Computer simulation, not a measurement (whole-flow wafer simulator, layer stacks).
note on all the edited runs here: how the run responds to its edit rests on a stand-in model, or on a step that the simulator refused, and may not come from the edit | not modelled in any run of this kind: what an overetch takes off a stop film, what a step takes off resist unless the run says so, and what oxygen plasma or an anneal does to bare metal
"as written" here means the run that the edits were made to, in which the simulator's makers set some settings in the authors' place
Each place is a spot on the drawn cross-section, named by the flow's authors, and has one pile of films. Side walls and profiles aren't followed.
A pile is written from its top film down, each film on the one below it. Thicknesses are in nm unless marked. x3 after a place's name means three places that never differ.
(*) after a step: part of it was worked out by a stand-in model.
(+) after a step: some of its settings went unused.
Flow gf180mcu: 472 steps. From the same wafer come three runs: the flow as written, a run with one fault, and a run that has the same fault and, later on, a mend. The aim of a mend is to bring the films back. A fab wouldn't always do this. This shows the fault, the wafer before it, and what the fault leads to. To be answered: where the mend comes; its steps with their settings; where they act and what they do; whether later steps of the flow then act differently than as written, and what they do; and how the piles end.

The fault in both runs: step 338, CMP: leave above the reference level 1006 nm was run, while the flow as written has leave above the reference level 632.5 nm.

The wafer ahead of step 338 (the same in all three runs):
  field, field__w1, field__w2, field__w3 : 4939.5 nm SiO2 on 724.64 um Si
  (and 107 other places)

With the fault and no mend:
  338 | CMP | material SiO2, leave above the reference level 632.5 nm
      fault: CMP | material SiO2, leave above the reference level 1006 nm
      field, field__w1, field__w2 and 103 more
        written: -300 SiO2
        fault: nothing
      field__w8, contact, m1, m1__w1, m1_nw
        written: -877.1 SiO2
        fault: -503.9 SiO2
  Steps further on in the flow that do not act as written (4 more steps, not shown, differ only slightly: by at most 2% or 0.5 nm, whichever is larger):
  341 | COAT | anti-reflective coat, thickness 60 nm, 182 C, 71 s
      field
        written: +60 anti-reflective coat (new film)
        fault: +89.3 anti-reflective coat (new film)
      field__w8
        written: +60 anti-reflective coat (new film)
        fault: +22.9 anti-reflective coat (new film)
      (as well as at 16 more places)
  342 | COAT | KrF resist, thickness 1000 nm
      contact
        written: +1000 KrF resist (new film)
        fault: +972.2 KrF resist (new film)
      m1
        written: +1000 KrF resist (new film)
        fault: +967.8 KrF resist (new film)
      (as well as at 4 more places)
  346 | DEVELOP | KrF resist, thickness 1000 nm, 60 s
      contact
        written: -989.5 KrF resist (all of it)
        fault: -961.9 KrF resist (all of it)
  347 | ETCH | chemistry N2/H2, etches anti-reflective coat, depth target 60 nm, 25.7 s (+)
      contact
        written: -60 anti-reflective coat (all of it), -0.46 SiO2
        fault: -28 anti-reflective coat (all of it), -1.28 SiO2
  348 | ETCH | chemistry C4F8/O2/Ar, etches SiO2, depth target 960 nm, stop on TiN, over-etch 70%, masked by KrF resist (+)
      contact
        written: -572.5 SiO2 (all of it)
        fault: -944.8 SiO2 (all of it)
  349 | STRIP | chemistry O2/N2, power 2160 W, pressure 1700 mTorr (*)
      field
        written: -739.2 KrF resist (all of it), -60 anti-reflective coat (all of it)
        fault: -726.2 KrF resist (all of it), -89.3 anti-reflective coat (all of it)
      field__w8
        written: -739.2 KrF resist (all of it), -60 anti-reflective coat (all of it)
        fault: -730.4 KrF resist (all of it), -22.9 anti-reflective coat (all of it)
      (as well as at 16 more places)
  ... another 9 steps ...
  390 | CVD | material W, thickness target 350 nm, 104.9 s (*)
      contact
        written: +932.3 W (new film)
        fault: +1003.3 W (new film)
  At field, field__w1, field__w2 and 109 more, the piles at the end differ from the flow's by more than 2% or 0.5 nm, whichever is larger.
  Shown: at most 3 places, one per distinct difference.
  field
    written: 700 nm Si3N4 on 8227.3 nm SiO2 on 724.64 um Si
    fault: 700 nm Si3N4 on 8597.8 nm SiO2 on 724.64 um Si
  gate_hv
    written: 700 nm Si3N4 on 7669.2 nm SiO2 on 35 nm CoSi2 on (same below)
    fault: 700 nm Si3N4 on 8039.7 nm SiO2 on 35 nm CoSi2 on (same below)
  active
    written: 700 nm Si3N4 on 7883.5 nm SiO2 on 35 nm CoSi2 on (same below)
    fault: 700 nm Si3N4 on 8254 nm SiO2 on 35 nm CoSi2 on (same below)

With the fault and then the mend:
  The mend stands after step 346.
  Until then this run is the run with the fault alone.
  346a | STRIP | chemistry O2/N2, power 2160 W, pressure 1700 mTorr (*)
      iso_ptap_pw, iso_ntap_nw, iso_nw_fld and 33 more
        -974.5 KrF resist (all of it), -60 anti-reflective coat (all of it)
      field_sub, field_sub__w1, field_sub__w2 and 10 more
        -975.2 KrF resist (all of it), -60.2 anti-reflective coat (all of it)
      p_well, sti, spacer, sd_n, mim_1p0, pad, dice_street
        -974.6 KrF resist (all of it), -60.6 anti-reflective coat (all of it)
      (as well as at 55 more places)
  346b | CMP | material SiO2, leave above the reference level 632.5 nm (a further turn of the flow's step 338)
      field, field__w1, field__w2 and 103 more
        -300 SiO2
      field__w8, contact, m1, m1__w1, m1_nw
        -373.2 SiO2
  346c | HMDS | 120 C, 60 s (a further turn of the flow's step 340)
      leaves every film unchanged at each place that is followed
  346d | COAT | anti-reflective coat, thickness 60 nm, 182 C, 71 s (a further turn of the flow's step 341)
      field, field__w1, field__w2 and 108 more
        +60 anti-reflective coat (new film)
  346e | COAT | KrF resist, thickness 1000 nm (a further turn of the flow's step 342)
      field, field__w1, field__w2 and 108 more
        +1000 KrF resist (new film)
  346f | SOFTBAKE | KrF resist (a further turn of the flow's step 343)
      leaves every film unchanged at each place that is followed
  346g | EXPOSE | photomask Via3 (a further turn of the flow's step 344)
      leaves every film unchanged at each place that is followed
  346h | PEB | KrF resist, 135 C, 90 s (a further turn of the flow's step 345)
      field, field__w1, field__w2 and 108 more
        -10.5 KrF resist
  346i | DEVELOP | KrF resist, thickness 1000 nm, 60 s (a further turn of the flow's step 346)
      field, field__w1, field__w2 and 107 more
        -14.9 KrF resist
      contact
        -989.5 KrF resist (all of it)
  Every later step of the flow that is run acts as written at every place that is followed.
  At every place that both follow, the piles at the end match the flow's.
